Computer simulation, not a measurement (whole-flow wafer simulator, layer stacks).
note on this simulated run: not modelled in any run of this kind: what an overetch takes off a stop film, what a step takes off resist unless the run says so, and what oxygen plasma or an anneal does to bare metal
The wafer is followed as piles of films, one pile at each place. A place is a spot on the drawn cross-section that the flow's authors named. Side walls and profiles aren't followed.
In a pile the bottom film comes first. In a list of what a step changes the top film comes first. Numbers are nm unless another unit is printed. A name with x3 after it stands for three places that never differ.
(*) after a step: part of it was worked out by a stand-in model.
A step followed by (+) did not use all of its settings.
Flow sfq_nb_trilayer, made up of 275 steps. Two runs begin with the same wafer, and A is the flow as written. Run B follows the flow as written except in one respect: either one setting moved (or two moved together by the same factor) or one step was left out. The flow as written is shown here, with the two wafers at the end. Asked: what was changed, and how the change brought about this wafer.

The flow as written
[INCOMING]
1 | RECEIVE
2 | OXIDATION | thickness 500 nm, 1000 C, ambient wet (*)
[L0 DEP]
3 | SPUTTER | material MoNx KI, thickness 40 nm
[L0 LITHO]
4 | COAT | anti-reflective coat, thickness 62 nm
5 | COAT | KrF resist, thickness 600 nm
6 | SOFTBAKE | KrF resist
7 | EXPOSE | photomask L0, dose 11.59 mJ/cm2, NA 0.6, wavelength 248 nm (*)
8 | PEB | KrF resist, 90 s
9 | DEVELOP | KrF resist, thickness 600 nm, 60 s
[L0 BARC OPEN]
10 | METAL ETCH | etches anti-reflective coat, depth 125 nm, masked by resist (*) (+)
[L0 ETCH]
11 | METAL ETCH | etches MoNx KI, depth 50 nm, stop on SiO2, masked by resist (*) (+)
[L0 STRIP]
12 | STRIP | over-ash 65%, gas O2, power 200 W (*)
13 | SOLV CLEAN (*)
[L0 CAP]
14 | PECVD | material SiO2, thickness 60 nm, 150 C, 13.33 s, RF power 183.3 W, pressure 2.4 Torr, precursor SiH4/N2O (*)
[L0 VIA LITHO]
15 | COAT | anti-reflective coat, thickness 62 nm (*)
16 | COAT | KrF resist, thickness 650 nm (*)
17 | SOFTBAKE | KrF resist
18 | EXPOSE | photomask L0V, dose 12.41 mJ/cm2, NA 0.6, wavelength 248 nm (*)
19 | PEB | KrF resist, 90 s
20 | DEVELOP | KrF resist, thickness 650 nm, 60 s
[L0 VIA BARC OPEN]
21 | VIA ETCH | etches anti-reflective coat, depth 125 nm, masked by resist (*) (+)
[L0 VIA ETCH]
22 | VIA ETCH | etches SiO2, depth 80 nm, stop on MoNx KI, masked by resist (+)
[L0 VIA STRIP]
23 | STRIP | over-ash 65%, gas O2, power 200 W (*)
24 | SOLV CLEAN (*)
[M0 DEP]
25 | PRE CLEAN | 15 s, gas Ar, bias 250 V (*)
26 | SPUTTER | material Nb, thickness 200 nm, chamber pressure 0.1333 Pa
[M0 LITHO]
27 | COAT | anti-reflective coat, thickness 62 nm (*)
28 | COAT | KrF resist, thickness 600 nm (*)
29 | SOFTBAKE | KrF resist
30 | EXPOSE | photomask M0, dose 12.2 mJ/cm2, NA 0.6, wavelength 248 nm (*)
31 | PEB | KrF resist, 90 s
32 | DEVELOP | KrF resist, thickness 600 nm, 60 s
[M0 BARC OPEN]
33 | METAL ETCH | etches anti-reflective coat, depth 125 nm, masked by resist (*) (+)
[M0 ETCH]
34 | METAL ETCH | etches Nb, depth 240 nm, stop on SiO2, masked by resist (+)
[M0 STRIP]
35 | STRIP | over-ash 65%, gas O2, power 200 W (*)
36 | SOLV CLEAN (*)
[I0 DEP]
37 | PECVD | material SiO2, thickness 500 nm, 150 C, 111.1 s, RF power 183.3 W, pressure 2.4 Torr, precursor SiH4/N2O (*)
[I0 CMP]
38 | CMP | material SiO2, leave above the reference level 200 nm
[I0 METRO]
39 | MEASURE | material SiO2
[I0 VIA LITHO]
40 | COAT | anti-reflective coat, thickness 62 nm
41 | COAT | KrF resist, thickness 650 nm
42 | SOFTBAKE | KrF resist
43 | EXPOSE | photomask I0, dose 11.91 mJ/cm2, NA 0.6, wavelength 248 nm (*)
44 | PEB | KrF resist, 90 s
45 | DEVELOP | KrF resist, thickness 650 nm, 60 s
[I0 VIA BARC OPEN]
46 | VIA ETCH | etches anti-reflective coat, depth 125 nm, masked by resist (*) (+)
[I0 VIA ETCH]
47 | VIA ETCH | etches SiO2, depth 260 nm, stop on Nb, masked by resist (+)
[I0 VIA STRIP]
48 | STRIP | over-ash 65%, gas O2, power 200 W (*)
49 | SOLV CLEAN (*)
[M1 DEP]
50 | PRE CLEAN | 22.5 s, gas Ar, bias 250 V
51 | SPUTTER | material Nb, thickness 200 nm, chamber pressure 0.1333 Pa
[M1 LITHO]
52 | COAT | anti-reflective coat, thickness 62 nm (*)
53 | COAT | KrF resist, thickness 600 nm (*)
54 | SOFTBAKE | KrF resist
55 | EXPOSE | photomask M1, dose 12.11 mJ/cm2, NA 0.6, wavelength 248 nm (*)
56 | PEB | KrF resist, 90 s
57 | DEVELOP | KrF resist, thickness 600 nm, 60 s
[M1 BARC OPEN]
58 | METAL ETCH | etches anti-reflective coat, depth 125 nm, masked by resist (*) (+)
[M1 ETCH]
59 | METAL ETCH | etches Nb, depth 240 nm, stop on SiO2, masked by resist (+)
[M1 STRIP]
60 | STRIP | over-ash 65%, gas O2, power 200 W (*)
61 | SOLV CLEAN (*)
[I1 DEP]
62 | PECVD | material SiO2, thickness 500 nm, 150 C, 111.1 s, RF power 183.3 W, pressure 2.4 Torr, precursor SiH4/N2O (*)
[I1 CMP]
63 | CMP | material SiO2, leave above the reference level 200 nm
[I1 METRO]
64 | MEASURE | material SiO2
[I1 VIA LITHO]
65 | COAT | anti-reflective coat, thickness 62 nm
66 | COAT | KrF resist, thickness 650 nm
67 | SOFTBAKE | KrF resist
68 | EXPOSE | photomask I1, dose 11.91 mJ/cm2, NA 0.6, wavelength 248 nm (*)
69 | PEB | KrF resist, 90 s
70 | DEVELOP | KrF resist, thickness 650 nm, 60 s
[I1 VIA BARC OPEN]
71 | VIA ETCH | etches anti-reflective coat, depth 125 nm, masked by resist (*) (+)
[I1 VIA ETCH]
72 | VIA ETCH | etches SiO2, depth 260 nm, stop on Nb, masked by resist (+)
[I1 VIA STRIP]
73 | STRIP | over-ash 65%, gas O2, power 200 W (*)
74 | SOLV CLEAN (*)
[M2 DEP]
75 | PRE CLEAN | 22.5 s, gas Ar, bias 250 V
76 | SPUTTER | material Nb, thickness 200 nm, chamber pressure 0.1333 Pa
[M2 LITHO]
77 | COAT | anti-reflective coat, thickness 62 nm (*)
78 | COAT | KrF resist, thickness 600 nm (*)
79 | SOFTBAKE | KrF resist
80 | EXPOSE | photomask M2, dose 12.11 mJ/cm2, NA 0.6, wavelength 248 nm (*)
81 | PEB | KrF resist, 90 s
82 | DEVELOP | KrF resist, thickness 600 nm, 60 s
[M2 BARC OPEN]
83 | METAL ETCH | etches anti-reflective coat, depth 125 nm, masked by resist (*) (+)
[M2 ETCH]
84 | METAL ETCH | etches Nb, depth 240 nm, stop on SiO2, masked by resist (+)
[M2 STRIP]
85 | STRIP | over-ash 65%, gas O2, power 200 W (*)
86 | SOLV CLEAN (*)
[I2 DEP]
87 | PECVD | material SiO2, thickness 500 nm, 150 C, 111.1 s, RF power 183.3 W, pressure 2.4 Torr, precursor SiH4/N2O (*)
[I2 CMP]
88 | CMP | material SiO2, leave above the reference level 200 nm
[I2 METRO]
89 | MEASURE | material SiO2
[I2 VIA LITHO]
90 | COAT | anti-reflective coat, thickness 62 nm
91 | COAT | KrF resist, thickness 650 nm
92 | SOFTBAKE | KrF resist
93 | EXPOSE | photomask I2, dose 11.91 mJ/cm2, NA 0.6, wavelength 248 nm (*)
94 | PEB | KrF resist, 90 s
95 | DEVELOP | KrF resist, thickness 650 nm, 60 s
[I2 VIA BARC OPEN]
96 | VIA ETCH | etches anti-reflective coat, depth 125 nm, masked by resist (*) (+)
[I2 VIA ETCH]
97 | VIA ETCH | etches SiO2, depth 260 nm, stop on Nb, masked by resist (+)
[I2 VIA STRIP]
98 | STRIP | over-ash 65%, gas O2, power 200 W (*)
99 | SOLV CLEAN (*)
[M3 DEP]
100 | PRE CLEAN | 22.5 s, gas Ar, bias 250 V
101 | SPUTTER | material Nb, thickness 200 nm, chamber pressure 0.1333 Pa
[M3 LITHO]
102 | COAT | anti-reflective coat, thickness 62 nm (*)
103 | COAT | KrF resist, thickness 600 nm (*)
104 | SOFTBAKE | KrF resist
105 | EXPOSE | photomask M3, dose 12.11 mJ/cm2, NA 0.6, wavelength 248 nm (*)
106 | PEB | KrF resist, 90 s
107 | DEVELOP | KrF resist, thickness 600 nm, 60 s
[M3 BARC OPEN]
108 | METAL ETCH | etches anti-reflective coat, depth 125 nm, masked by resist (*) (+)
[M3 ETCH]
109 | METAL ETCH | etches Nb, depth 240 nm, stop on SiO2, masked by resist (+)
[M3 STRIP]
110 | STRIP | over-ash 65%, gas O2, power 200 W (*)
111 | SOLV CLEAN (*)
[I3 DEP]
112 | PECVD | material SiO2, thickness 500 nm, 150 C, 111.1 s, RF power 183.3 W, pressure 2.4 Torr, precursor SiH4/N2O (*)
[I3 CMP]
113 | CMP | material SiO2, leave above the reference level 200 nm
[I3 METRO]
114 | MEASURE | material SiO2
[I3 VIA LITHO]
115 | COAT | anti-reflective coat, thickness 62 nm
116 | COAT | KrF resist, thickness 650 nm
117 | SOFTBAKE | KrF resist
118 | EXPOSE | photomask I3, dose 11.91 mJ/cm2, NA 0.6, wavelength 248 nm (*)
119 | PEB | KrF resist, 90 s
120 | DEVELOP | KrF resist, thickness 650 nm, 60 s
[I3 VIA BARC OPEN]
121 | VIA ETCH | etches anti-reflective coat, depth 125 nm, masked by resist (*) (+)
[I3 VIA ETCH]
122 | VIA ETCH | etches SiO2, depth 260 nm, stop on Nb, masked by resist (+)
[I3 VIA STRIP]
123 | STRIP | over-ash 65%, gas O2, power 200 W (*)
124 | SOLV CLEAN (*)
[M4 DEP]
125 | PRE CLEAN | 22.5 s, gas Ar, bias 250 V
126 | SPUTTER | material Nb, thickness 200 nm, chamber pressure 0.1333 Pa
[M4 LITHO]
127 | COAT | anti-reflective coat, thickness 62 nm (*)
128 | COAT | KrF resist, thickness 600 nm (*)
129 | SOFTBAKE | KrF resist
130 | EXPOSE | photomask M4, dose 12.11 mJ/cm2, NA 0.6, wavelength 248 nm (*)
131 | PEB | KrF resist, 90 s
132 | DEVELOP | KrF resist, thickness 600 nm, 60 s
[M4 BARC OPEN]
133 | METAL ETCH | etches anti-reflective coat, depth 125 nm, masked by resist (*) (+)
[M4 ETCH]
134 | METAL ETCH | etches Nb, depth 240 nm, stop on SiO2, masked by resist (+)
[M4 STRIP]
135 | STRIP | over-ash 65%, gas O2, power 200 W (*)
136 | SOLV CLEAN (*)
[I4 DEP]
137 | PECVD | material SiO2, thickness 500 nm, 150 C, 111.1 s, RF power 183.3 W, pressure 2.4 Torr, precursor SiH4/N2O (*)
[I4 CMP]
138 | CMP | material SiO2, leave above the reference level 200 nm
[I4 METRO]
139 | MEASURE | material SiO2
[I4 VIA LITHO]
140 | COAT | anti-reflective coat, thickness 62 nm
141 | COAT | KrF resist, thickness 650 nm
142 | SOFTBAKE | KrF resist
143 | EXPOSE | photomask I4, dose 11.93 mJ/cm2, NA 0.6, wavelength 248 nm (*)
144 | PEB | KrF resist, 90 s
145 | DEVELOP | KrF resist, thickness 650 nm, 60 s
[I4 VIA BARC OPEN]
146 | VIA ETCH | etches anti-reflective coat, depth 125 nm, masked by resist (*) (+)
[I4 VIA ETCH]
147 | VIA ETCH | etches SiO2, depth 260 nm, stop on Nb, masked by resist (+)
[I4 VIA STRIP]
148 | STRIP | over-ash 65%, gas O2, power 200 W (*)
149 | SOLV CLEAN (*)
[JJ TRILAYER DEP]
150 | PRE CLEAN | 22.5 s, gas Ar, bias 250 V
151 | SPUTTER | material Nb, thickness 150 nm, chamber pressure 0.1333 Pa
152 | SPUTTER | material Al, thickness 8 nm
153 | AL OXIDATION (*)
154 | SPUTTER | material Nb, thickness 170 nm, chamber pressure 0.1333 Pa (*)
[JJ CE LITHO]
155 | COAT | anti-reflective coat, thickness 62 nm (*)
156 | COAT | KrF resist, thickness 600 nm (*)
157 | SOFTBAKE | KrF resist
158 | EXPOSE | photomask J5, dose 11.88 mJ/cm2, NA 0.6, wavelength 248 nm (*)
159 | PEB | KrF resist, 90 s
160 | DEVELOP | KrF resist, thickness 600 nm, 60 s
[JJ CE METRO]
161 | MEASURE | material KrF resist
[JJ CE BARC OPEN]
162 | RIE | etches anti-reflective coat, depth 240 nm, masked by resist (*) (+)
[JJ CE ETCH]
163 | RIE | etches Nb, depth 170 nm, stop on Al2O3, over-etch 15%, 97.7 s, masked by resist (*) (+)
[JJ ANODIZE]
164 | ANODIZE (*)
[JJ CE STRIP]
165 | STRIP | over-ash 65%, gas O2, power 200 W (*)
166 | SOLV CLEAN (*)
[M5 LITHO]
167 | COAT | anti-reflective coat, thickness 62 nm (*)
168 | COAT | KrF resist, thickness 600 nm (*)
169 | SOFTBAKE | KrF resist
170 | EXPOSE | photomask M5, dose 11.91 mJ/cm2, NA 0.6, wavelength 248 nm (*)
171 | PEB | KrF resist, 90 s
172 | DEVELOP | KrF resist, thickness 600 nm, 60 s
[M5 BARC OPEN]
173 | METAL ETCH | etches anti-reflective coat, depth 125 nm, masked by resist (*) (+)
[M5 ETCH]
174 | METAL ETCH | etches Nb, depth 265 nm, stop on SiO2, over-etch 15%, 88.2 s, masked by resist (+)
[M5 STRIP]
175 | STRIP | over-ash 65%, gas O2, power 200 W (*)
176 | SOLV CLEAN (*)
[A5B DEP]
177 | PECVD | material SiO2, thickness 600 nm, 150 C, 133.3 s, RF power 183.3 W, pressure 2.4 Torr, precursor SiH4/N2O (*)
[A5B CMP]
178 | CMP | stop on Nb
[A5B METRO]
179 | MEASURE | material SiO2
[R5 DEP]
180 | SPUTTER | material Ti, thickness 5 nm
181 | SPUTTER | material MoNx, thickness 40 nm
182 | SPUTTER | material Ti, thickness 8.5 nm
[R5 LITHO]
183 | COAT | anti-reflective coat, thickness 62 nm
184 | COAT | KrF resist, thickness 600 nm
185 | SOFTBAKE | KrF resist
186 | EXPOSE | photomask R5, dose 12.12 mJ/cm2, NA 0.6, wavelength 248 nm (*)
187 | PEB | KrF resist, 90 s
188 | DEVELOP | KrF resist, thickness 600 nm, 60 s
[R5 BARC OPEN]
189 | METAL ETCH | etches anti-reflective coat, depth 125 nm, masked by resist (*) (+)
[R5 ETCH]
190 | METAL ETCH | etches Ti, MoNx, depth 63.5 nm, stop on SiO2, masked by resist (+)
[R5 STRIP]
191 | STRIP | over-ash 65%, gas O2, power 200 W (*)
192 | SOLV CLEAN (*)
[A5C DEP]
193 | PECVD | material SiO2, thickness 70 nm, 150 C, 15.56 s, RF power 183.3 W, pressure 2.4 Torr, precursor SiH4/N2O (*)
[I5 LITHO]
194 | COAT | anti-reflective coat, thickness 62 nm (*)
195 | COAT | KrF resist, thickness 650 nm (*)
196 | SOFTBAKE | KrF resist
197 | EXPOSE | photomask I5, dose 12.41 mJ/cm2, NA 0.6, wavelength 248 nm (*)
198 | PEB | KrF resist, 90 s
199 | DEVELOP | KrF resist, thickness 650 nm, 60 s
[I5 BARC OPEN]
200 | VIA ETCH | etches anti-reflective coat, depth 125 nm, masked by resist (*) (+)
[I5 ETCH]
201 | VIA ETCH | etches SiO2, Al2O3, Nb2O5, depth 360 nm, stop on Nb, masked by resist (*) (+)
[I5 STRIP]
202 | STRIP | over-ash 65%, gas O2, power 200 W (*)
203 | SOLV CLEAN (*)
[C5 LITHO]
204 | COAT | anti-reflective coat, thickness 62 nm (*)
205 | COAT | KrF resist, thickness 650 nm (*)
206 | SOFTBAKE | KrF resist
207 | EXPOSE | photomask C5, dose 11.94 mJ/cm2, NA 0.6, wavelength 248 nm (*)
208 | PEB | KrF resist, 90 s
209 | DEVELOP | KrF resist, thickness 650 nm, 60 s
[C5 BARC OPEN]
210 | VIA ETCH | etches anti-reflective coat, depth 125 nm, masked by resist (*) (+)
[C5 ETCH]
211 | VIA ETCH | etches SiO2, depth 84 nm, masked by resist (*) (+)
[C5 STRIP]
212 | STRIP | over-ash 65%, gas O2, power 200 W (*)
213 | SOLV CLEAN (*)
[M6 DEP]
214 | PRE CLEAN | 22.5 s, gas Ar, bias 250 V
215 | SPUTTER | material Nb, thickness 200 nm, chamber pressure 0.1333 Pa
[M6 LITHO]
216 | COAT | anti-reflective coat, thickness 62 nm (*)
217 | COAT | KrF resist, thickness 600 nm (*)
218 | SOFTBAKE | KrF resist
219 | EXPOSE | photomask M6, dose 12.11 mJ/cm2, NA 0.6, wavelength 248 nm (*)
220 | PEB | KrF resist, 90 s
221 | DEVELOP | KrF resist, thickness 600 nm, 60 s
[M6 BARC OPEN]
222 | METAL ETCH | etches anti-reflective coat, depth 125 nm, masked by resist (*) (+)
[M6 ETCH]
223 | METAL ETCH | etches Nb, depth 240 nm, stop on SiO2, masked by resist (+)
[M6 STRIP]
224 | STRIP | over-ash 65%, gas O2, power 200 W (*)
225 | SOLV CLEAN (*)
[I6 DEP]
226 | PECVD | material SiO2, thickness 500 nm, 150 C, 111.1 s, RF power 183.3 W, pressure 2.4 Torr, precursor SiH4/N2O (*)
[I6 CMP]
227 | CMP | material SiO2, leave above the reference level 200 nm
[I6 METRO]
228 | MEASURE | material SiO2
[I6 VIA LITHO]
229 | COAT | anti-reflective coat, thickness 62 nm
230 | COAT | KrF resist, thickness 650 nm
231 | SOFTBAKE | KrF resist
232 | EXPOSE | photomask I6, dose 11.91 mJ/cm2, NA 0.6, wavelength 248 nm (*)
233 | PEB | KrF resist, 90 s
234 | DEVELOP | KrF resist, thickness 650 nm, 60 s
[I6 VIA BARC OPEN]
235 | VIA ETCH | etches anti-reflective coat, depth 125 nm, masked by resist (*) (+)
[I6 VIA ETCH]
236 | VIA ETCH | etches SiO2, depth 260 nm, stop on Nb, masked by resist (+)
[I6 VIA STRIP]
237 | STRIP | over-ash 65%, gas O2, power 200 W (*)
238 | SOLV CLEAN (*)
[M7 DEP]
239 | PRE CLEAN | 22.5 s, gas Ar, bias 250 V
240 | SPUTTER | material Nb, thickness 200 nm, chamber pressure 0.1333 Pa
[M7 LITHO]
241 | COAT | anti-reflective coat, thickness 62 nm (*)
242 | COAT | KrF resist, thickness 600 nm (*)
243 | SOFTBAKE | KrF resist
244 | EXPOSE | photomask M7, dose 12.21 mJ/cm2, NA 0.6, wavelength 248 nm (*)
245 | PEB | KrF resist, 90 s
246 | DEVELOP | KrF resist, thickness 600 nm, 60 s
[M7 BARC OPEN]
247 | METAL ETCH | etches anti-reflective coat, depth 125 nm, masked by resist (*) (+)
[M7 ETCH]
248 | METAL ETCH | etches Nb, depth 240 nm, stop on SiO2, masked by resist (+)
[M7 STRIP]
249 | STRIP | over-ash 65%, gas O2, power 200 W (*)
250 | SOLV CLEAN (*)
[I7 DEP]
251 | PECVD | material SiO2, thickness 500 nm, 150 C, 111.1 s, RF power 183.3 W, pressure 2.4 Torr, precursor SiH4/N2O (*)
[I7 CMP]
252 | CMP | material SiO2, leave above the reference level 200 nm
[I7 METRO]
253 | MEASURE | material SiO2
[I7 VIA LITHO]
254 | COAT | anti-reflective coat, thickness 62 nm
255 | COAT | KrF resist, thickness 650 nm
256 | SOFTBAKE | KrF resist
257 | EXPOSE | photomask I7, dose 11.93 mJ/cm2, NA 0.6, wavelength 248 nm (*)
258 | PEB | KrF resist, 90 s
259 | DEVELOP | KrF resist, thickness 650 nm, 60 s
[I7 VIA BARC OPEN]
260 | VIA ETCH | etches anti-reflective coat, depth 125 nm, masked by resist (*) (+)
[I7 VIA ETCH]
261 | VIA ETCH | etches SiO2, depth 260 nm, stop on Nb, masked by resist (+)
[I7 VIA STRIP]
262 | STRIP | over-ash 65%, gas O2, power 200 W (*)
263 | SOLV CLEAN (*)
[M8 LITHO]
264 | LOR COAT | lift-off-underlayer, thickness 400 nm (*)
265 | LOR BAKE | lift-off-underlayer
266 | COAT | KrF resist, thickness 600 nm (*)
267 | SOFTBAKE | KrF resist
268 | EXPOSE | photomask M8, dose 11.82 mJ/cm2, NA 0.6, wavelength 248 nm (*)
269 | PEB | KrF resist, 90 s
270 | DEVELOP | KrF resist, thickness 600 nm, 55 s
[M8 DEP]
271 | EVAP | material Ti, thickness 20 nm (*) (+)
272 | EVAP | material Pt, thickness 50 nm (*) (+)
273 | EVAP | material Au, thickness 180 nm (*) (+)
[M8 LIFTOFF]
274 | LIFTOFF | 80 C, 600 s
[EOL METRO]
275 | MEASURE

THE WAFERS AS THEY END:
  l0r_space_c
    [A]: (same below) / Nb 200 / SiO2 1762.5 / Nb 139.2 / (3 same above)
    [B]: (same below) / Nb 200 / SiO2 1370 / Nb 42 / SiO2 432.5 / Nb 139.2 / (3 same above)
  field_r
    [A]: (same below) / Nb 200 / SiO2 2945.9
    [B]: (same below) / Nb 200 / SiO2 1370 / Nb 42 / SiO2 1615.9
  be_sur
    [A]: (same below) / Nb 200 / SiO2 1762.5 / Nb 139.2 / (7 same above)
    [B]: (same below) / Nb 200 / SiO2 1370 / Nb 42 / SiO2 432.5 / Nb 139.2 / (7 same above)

Cause: step 126, SPUTTER: thickness 282 nm was run, whereas the flow has thickness 200 nm.

How this came from the change, step by step:
  126 | SPUTTER | material Nb, thickness 200 nm, chamber pressure 0.1333 Pa
      field_l, v_sur, via_wl and 102 more: A Nb gains 200 (new film) | B Nb gains 282 (new film)
      via_v: A Nb gains 165.5 | B Nb gains 234.5
  134 | METAL ETCH | etches Nb, depth 240 nm, stop on SiO2, masked by resist (+)
      field_l, be, be_sur and 64 more: A Nb loses 200 (all of it) | B Nb loses 240
  137 | PECVD | material SiO2, thickness 500 nm, 150 C, 111.1 s, RF power 183.3 W, pressure 2.4 Torr, precursor SiH4/N2O (*)
      field_l, be, be_sur and 55 more: A SiO2 gains 500 | B SiO2 gains 500 (new film)
      p3_s0 x6: A SiO2 gains 557.1 | B SiO2 gains 597.1 (new film)
      (and at 3 other places as well)
  138 | CMP | material SiO2, leave above the reference level 200 nm
      field_l, be, be_sur and 55 more: A SiO2 loses 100 | B SiO2 loses 60
      lsp_r, l0_sur, l0v: A SiO2 loses 91.9 | B SiO2 loses 50.3
      (and at 1 other place as well)
If metal films that touch count as one body, l0r_space_c has 3 bodies (between them, from the top down: SiO2 432.5; SiO2 1370); the flow as written gives 2 bodies (between them, from the top down: SiO2 1762.5).
If metal films that touch count as one body, field_r has 2 bodies (between them, from the top down: SiO2 1370); the flow as written gives 1 body.
If metal films that touch count as one body, be_sur has 5 bodies (between them, from the top down: SiO2 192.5; SiO2 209 / Al2O3 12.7 / Nb2O5 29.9; SiO2 432.5; SiO2 1370); the flow as written gives 4 bodies (between them, from the top down: SiO2 192.5; SiO2 209 / Al2O3 12.7 / Nb2O5 29.9; SiO2 1762.5).
